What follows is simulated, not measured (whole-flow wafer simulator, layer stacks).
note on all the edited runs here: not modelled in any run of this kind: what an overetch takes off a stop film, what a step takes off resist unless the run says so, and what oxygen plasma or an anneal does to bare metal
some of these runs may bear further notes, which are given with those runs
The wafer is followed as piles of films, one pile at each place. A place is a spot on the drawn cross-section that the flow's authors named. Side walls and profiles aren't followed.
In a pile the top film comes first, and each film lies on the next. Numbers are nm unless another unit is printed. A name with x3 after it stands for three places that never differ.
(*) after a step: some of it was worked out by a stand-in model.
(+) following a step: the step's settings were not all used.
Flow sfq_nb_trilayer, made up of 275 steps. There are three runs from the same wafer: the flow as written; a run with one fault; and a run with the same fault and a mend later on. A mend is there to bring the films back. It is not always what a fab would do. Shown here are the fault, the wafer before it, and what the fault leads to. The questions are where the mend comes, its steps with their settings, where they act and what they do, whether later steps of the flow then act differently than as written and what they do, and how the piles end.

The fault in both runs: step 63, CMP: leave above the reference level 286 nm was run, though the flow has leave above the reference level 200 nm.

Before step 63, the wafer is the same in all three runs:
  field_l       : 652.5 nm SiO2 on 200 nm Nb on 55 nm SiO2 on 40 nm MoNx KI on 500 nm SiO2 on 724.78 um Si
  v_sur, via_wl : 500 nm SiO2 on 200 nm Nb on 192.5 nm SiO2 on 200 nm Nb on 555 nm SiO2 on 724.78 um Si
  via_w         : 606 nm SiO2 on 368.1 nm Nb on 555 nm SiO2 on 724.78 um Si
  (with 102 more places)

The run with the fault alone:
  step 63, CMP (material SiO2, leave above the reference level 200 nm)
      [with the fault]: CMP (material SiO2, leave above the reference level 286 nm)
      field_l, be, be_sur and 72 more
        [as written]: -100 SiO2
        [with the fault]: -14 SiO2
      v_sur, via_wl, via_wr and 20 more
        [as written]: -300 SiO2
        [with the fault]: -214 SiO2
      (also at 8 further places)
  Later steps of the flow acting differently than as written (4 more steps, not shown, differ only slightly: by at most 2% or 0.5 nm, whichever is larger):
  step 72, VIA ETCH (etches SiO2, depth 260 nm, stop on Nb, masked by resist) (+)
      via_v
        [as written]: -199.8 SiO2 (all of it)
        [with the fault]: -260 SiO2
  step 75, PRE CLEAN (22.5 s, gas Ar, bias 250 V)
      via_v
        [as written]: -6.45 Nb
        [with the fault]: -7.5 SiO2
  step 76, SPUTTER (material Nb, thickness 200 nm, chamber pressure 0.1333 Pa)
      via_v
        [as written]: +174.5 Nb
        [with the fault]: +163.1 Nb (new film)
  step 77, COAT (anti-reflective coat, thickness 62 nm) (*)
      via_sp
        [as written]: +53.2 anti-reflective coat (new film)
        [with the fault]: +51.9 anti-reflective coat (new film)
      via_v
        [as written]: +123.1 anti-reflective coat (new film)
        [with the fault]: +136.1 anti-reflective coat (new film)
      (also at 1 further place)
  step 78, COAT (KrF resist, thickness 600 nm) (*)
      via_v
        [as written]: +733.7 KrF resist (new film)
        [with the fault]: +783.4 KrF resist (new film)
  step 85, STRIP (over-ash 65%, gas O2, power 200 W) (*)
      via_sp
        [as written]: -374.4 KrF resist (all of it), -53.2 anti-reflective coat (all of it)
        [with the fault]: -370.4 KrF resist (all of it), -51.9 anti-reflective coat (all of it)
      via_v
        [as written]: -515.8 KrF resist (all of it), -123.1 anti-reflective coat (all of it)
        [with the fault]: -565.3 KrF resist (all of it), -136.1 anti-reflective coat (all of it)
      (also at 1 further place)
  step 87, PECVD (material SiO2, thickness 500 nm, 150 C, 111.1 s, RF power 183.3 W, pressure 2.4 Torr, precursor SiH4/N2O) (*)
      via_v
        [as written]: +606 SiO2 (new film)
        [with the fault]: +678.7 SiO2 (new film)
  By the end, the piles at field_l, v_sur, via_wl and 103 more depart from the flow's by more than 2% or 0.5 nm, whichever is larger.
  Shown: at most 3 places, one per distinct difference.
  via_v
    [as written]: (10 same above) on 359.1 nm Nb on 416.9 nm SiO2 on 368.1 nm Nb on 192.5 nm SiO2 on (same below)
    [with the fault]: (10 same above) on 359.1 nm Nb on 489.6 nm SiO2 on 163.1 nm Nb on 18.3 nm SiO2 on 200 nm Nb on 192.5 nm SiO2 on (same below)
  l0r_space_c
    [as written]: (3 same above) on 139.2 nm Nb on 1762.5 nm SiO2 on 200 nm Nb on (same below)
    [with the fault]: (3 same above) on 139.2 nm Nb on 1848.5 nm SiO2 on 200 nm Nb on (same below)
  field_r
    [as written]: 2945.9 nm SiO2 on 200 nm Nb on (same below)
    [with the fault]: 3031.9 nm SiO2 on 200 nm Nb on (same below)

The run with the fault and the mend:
  After step 70 comes the mend.
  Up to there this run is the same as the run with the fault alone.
  step 70a, STRIP (over-ash 65%, gas O2, power 200 W) (*)
      field_l, v_sur, via_wl and 102 more
        -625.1 KrF resist (all of it), -62 anti-reflective coat (all of it)
      via_v
        -62 anti-reflective coat (all of it)
  step 70b, CMP (material SiO2, leave above the reference level 200 nm) (the flow's step 63, run once more)
      field_l, v_sur, via_wl and 103 more
        -86 SiO2
  step 70c, COAT (anti-reflective coat, thickness 62 nm) (the flow's step 65, run once more)
      field_l, v_sur, via_wl and 103 more
        +62 anti-reflective coat (new film)
  step 70d, COAT (KrF resist, thickness 650 nm) (the flow's step 66, run once more)
      field_l, v_sur, via_wl and 103 more
        +650 KrF resist (new film)
  step 70e, SOFTBAKE (KrF resist) (the flow's step 67, run once more)
      leaves every film unchanged at each place that is followed
  step 70f, EXPOSE (photomask I1, dose 11.91 mJ/cm2, NA 0.6, wavelength 248 nm) (*) (the flow's step 68, run once more)
      leaves every film unchanged at each place that is followed
  step 70g, PEB (KrF resist, 90 s) (the flow's step 69, run once more)
      field_l, v_sur, via_wl and 103 more
        -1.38 KrF resist
  step 70h, DEVELOP (KrF resist, thickness 650 nm, 60 s) (the flow's step 70, run once more)
      field_l, v_sur, via_wl and 102 more
        -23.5 KrF resist
      via_v
        -648.6 KrF resist (all of it)
  None of the later steps of the flow acts differently than as written at any place that is followed.
  At every place that both follow, the piles at the end match the flow's.
